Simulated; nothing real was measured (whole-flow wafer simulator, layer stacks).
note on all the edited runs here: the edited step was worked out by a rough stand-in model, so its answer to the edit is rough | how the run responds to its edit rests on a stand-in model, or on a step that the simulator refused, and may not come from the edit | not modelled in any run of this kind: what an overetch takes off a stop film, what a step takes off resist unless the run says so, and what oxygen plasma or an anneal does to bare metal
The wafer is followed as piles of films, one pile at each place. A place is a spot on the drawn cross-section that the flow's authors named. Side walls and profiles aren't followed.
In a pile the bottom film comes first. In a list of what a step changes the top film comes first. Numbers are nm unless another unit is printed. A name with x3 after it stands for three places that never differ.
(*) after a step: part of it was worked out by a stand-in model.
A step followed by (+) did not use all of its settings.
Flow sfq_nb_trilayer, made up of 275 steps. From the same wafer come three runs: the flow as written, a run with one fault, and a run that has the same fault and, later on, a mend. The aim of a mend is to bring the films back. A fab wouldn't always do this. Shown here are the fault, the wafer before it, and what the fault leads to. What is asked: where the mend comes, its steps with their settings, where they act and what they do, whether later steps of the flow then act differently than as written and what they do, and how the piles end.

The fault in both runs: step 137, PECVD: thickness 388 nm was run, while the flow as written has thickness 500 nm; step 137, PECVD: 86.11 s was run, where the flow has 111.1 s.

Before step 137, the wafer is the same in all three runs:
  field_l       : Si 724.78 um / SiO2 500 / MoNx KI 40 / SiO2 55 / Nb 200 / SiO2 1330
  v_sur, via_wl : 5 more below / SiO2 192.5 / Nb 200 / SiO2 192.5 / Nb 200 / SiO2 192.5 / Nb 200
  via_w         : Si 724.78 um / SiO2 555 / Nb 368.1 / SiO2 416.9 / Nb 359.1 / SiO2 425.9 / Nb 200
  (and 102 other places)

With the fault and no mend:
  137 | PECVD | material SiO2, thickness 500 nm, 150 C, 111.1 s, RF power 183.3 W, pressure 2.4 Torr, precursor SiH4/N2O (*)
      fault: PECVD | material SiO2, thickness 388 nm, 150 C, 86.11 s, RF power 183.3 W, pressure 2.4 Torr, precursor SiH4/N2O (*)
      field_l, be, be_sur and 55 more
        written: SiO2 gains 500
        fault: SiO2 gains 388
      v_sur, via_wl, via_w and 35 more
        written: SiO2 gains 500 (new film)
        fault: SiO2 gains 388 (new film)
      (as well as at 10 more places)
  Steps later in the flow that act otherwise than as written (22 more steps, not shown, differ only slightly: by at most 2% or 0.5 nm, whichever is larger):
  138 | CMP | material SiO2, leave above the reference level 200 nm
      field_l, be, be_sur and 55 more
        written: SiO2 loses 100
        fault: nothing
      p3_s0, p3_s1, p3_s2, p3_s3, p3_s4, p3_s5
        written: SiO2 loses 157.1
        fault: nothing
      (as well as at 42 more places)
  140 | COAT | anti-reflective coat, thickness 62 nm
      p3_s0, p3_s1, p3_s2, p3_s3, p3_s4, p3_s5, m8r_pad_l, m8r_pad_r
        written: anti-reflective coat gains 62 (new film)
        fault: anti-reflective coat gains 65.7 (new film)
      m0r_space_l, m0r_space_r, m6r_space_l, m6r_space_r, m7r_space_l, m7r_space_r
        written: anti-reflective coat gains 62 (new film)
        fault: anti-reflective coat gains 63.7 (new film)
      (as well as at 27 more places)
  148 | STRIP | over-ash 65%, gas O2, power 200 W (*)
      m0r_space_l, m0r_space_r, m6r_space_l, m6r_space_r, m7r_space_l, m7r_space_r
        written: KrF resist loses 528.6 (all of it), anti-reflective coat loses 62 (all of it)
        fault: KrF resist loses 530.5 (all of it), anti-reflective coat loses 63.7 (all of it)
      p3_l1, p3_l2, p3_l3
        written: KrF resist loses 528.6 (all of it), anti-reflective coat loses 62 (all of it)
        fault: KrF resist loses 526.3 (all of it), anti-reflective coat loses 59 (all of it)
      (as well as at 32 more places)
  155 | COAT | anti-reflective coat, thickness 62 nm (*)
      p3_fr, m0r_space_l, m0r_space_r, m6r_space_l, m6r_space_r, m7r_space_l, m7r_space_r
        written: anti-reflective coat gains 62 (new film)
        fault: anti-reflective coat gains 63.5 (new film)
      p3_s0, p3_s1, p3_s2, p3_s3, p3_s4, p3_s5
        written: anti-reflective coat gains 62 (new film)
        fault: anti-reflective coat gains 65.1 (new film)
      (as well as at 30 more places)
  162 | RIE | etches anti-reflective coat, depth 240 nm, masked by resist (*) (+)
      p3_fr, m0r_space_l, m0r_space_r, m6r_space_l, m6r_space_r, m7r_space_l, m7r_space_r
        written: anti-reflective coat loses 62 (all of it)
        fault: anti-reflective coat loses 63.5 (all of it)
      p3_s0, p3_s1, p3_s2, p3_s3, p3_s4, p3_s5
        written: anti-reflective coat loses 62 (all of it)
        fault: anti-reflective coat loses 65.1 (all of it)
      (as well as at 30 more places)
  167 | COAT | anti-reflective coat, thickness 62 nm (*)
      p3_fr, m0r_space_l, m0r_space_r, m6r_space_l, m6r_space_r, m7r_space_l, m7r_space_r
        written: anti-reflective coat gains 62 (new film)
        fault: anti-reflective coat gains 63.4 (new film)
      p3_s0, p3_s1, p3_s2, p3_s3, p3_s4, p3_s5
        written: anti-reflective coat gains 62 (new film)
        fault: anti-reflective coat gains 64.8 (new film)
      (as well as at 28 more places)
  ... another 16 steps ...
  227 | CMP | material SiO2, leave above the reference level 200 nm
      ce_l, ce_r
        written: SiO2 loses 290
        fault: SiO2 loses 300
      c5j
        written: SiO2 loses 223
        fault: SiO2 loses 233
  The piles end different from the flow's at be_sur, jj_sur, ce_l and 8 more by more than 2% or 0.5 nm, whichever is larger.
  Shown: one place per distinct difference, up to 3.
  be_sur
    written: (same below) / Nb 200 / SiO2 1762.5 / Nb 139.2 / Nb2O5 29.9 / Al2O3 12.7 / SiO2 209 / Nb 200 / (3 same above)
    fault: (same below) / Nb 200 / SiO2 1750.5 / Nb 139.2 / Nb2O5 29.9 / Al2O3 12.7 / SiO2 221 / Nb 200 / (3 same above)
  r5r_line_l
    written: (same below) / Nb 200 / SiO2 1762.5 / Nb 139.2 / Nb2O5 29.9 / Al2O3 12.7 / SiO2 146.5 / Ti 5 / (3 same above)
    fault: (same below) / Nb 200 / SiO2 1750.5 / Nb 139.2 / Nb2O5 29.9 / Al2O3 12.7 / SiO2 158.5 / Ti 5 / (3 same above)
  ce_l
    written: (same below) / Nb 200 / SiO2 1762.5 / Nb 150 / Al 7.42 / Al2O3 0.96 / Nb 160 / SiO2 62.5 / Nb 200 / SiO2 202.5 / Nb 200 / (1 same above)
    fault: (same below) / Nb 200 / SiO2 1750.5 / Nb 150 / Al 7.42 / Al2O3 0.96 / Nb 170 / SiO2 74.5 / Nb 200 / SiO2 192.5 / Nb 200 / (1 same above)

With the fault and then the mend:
  The mend follows step 137.
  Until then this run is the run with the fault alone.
  137a | PECVD | material SiO2, thickness 112 nm, 150 C, 24.89 s, RF power 183.3 W, pressure 2.4 Torr, precursor SiH4/N2O (*) (a further turn of the flow's step 137, with different settings)
      field_l, v_sur, via_wl and 99 more
        SiO2 gains 112
      lsp_r, l0_sur, l0v
        SiO2 gains 110.3
      via_v
        SiO2 gains 107.3
  Steps later in the flow that act otherwise than as written:
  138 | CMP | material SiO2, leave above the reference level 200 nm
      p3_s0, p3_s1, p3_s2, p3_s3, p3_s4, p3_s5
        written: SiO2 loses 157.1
        mend: SiO2 loses 100
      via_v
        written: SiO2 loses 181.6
        mend: SiO2 loses 136.3
  The piles end the same as the flow's at every place that both follow.
